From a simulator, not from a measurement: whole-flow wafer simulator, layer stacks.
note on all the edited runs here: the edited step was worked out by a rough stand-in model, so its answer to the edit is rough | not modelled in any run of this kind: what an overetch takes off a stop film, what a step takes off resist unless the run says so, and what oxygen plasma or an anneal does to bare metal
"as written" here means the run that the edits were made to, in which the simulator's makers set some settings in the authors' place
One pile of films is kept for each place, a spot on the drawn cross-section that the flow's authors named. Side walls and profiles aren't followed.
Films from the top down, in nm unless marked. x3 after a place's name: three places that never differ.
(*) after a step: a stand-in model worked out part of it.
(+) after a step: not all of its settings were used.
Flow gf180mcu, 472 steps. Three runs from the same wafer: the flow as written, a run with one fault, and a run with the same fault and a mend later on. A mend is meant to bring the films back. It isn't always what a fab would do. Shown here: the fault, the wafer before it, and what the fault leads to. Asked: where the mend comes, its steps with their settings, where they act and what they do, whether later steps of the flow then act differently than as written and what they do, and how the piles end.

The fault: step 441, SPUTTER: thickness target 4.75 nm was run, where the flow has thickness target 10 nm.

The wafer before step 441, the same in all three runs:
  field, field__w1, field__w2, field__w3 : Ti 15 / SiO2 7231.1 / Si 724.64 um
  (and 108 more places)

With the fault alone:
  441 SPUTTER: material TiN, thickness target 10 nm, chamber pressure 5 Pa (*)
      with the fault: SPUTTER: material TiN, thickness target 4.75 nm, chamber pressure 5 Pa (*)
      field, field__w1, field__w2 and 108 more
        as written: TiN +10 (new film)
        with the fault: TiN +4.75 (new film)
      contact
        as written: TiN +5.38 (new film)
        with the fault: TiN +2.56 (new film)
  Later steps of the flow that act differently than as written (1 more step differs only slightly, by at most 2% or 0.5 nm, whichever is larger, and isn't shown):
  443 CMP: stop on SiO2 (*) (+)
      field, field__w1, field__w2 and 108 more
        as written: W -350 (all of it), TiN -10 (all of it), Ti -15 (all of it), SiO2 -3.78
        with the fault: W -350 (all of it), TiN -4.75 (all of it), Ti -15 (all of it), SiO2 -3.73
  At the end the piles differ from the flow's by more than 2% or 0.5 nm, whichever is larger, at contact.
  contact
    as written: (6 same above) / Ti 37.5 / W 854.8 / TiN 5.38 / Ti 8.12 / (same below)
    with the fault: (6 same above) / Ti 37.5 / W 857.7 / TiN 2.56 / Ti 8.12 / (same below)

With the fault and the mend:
  The mend comes after step 441.
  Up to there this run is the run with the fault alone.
  441a SPUTTER: material TiN, thickness target 5.25 nm, chamber pressure 5 Pa (*) (the flow's step 441 once more, with other settings)
      field, field__w1, field__w2 and 108 more
        TiN +5.25
      contact
        TiN +2.82
  No later step of the flow acts differently than as written at any place that is followed.
  At the end the piles are the same as the flow's at every place that both follow.
